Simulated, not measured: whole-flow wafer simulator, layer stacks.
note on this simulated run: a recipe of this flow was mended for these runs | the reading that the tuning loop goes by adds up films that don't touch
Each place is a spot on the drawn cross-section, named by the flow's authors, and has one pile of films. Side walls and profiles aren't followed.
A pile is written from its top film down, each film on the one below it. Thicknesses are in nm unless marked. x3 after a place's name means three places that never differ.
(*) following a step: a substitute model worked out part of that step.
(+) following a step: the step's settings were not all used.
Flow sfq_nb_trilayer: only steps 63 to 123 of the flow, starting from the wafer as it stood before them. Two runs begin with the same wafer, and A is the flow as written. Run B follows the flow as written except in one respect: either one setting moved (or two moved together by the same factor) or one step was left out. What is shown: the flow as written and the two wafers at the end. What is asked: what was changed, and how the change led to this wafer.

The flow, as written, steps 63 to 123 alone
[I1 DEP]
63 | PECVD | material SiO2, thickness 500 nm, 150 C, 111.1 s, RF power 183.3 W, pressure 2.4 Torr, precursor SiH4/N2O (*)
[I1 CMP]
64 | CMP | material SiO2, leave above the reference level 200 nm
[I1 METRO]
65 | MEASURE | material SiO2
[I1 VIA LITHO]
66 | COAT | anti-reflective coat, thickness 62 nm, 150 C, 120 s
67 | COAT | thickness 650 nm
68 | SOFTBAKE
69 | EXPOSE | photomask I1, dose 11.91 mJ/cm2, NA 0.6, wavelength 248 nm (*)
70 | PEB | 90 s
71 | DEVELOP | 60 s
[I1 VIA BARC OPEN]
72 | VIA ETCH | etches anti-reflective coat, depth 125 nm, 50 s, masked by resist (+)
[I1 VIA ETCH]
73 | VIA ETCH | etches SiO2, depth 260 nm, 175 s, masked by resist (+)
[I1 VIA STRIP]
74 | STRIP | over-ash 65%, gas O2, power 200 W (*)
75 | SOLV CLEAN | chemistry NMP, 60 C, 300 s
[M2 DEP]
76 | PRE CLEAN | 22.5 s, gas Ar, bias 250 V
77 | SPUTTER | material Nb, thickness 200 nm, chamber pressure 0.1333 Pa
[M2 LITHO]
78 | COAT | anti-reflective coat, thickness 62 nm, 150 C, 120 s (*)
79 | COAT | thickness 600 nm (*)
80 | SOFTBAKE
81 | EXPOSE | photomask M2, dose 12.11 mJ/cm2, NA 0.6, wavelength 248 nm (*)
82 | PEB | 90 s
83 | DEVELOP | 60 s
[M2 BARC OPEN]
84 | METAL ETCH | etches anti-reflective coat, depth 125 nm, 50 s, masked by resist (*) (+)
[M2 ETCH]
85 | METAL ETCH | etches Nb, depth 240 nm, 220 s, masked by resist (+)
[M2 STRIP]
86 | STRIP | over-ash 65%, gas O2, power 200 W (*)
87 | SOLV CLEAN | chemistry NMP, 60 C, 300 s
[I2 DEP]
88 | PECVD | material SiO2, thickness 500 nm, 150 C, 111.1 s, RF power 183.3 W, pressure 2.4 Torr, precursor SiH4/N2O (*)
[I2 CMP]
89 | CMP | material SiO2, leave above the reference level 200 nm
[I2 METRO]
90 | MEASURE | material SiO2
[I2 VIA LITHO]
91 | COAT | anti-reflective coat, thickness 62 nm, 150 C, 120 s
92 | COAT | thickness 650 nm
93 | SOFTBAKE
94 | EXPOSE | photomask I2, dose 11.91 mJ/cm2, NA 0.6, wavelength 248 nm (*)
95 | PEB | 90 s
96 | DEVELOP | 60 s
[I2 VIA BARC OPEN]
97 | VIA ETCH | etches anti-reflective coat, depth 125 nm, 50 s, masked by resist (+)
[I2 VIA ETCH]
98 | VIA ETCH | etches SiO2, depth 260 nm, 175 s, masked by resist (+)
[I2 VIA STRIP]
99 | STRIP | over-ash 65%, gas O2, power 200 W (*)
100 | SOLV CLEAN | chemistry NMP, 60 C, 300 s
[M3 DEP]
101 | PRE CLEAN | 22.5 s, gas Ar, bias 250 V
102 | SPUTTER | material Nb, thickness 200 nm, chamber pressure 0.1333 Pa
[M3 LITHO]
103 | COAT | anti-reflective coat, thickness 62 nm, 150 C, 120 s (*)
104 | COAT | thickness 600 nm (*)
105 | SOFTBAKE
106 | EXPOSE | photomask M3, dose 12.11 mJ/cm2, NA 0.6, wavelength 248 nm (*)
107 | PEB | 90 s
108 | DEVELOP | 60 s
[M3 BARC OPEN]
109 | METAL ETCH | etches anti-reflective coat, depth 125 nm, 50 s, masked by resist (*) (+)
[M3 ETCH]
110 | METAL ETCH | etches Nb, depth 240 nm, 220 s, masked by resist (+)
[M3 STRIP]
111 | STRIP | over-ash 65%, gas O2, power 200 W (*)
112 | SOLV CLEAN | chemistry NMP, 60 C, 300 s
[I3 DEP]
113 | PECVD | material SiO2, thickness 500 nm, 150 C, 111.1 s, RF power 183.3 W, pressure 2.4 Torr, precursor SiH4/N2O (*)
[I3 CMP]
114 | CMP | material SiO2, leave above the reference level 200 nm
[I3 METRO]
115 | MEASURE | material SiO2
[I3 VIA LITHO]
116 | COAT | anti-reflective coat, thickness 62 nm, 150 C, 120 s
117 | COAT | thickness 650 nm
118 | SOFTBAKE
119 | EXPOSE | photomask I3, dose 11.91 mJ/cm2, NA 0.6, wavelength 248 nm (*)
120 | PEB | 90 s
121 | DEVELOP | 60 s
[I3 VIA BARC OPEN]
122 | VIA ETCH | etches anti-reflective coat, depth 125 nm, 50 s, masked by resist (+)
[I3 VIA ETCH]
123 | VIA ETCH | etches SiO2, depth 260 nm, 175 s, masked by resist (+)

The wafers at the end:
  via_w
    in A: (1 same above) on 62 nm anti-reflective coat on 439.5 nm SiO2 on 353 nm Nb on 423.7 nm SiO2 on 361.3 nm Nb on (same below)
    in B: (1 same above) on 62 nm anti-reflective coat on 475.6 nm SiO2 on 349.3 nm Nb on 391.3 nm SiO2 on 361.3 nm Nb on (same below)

The reason: step 63, PECVD: 77.78 s was run, though the flow has 111.1 s.

How this came from the change, step by step:
  63 | PECVD | material SiO2, thickness 500 nm, 150 C, 111.1 s, RF power 183.3 W, pressure 2.4 Torr, precursor SiH4/N2O (*)
      field_l, be, be_sur and 72 more: A +500 SiO2 | B +350.1 SiO2
      v_sur, via_wl, via_wr and 20 more: A +500 SiO2 (new film) | B +350.1 SiO2 (new film)
      (also at 8 further places)
  64 | CMP | material SiO2, leave above the reference level 200 nm
      field_l, be, be_sur and 72 more: A -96 SiO2 | B nothing
      lsp_m, ln_m6, lsp_r, l0_sur, l0v: A -90.8 SiO2 | B nothing
      (also at 26 further places)
  66 | COAT | anti-reflective coat, thickness 62 nm, 150 C, 120 s
      m0r_line_l x3, m0r_line_r x3: A +62 anti-reflective coat (new film) | B +70.9 anti-reflective coat (new film)
      m0r_space_l, m0r_space_r, m6r_space_l x2, m6r_space_r x2: A +62 anti-reflective coat (new film) | B +77.3 anti-reflective coat (new film)
      (also at 57 further places)
  67 | COAT | thickness 650 nm
      via_sp: A +650 KrF-resist-other-grade (new film) | B +635 KrF-resist-other-grade (new film)
      via_v: A +650 KrF-resist-other-grade (new film) | B +631.2 KrF-resist-other-grade (new film)
      (also at 5 further places)
  71 | DEVELOP | 60 s
      via_v: A -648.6 KrF-resist-other-grade (all of it) | B -629.8 KrF-resist-other-grade (all of it)
  72 | VIA ETCH | etches anti-reflective coat, depth 125 nm, 50 s, masked by resist (+)
      via_v: A -62 anti-reflective coat (all of it), -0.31 SiO2 | B -59.2 anti-reflective coat (all of it), -0.33 SiO2
  74 | STRIP | over-ash 65%, gas O2, power 200 W (*)
      m0r_line_l x3, m0r_line_r x3: A -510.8 KrF-resist-other-grade (all of it), -62 anti-reflective coat (all of it) | B -517.7 KrF-resist-other-grade (all of it), -70.9 anti-reflective coat (all of it)
      m0r_space_l, m0r_space_r, m6r_space_l x2, m6r_space_r x2: A -510.8 KrF-resist-other-grade (all of it), -62 anti-reflective coat (all of it) | B -512.4 KrF-resist-other-grade (all of it), -77.3 anti-reflective coat (all of it)
      (also at 57 further places)
  78 | COAT | anti-reflective coat, thickness 62 nm, 150 C, 120 s (*)
      m0r_line_l x3, m0r_line_r x3: A +62 anti-reflective coat (new film) | B +69.2 anti-reflective coat (new film)
      wl_j_sr, wl_a_m6, wl_b_m5: A +62 anti-reflective coat (new film) | B +60.7 anti-reflective coat (new film)
      (also at 61 further places)
  79 | COAT | thickness 600 nm (*)
      via_wr: A +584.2 KrF-resist-other-grade (new film) | B +571.3 KrF-resist-other-grade (new film)
      via_sp: A +600.7 KrF-resist-other-grade (new film) | B +583.4 KrF-resist-other-grade (new film)
      (also at 6 further places)
  83 | DEVELOP | 60 s
      wl_f_m6: A -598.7 KrF-resist-other-grade (all of it) | B -613.7 KrF-resist-other-grade (all of it)
      wl_f_sr: A -598.7 KrF-resist-other-grade (all of it) | B -613.5 KrF-resist-other-grade (all of it)
      (also at 2 further places)
  84 | METAL ETCH | etches anti-reflective coat, depth 125 nm, 50 s, masked by resist (*) (+)
      m0r_line_l x3, m0r_line_r x3: A -62 anti-reflective coat (all of it) | B -69.2 anti-reflective coat (all of it)
      m0r_space_l, m6r_space_l x2: A -62 anti-reflective coat (all of it) | B -75.2 anti-reflective coat (all of it)
      (also at 45 further places)
  86 | STRIP | over-ash 65%, gas O2, power 200 W (*)
      v_sur: A -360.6 KrF-resist-other-grade (all of it), -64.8 anti-reflective coat (all of it) | B -356.9 KrF-resist-other-grade (all of it), -37.9 anti-reflective coat (all of it)
      via_wl: A -357.4 KrF-resist-other-grade (all of it), -67.7 anti-reflective coat (all of it) | B -348.6 KrF-resist-other-grade (all of it), -48.5 anti-reflective coat (all of it)
      (also at 16 further places)
  89 | CMP | material SiO2, leave above the reference level 200 nm
      field_l, be, be_sur and 74 more: A -96 SiO2 | B -42.1 SiO2
      lsp_m, ln_m6, lsp_r, l0_sur, l0v: A -96 SiO2 | B -38.6 SiO2
      (also at 1 further place)
  98 | VIA ETCH | etches SiO2, depth 260 nm, 175 s, masked by resist (+)
      via_w: A -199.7 SiO2 (all of it), -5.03 Nb | B -232.1 SiO2 (all of it), -2.33 Nb
  102 | SPUTTER | material Nb, thickness 200 nm, chamber pressure 0.1333 Pa
      via_w: A +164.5 Nb | B +158.1 Nb
  103 | COAT | anti-reflective coat, thickness 62 nm, 150 C, 120 s (*)
      via_w: A +126.8 anti-reflective coat (new film) | B +133.2 anti-reflective coat (new film)
  ... 2 further steps ...
  113 | PECVD | material SiO2, thickness 500 nm, 150 C, 111.1 s, RF power 183.3 W, pressure 2.4 Torr, precursor SiH4/N2O (*)
      via_w: A +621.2 SiO2 (new film) | B +657.2 SiO2 (new film)
